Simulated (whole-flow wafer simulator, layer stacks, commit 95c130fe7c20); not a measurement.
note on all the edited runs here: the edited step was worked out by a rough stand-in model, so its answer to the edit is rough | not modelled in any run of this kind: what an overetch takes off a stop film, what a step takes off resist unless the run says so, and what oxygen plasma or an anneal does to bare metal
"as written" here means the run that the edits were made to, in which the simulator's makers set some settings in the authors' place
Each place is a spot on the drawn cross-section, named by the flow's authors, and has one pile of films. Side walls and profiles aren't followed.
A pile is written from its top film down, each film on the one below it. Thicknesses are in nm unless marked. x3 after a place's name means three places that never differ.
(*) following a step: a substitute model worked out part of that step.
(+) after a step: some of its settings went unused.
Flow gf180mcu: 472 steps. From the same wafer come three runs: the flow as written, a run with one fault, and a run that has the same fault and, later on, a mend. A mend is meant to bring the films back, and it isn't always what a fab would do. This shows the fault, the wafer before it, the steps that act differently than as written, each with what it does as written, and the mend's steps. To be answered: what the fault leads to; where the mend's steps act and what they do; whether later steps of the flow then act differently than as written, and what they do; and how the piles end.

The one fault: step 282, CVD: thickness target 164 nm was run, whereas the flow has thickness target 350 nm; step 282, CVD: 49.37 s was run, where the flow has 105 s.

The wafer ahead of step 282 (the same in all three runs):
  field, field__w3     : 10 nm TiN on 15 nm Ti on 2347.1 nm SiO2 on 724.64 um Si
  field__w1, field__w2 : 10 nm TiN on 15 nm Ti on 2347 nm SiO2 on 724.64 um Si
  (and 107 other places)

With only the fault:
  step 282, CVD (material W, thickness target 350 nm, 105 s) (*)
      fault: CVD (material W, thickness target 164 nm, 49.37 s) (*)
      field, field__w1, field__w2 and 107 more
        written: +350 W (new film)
        fault: +165.8 W (new film)
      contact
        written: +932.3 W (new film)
        fault: +748.1 W (new film)
  Steps later in the flow that act otherwise than as written:
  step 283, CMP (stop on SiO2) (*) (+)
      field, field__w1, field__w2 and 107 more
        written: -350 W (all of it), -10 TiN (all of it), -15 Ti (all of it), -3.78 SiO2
        fault: -165.8 W (all of it), -10 TiN (all of it), -15 Ti (all of it), -1.93 SiO2
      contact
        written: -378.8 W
        fault: -192.8 W
  When the end is reached, the piles differ only a little from the flow's at the places that both follow, at most by 2% or 0.5 nm, whichever is larger.

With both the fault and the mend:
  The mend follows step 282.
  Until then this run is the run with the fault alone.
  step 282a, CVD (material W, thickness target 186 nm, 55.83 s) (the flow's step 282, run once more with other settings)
      field, field__w1, field__w2 and 108 more
        +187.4 W
  Later steps of the flow that are run all act as written at every place that is followed, up to a difference of at most 2% or 0.5 nm, whichever is larger.
  When the end is reached, the piles differ only a little from the flow's at the places that both follow, at most by 2% or 0.5 nm, whichever is larger.
